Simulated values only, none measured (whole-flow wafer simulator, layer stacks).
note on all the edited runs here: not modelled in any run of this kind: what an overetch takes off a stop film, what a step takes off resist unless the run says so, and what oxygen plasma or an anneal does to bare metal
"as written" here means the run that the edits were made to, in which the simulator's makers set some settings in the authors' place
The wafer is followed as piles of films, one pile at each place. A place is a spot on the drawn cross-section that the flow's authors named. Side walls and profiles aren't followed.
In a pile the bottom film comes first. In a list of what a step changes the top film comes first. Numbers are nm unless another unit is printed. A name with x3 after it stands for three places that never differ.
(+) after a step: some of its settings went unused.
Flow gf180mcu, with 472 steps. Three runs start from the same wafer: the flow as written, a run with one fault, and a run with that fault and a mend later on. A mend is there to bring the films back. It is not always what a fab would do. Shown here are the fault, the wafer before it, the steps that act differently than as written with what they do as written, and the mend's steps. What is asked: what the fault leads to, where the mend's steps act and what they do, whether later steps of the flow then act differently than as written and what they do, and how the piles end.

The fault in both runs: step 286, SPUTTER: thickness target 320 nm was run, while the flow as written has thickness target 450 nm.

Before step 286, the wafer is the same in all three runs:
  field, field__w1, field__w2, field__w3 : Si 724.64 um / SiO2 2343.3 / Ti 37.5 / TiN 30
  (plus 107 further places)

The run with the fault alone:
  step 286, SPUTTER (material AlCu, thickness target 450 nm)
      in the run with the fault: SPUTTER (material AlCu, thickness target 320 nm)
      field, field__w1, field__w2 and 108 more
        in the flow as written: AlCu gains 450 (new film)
        in the run with the fault: AlCu gains 320 (new film)
  Later steps of the flow acting differently than as written:
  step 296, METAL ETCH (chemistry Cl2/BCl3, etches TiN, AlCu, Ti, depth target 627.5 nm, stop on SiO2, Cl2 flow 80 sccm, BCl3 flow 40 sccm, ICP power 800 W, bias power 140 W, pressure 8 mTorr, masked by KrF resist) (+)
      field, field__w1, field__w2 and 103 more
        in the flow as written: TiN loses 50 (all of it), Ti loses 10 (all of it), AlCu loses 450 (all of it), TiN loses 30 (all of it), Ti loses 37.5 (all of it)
        in the run with the fault: TiN loses 50 (all of it), Ti loses 10 (all of it), AlCu loses 320 (all of it), TiN loses 30 (all of it), Ti loses 37.5 (all of it)
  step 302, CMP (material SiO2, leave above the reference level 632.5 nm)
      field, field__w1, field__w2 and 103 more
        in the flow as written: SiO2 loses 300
        in the run with the fault: SiO2 loses 430
  At field__w4, field__w8, contact and 9 more, the piles at the end differ from the flow's by more than 2% or 0.5 nm, whichever is larger.
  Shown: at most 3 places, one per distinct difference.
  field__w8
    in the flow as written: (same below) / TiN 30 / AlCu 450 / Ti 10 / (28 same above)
    in the run with the fault: (same below) / TiN 30 / AlCu 320 / Ti 10 / (28 same above)
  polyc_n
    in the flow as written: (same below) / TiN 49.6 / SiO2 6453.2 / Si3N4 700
    in the run with the fault: (same below) / TiN 49.6 / SiO2 6323.2 / Si3N4 700
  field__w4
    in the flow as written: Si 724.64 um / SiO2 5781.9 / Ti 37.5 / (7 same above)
    in the run with the fault: Si 724.64 um / SiO2 5651.9 / Ti 37.5 / (7 same above)

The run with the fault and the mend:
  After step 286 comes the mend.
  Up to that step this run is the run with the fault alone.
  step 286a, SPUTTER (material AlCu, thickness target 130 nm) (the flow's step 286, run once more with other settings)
      field, field__w1, field__w2 and 108 more
        AlCu gains 130
  None of the later steps of the flow acts differently than as written at any place that is followed.
  At every place that both follow, the piles at the end match the flow's.
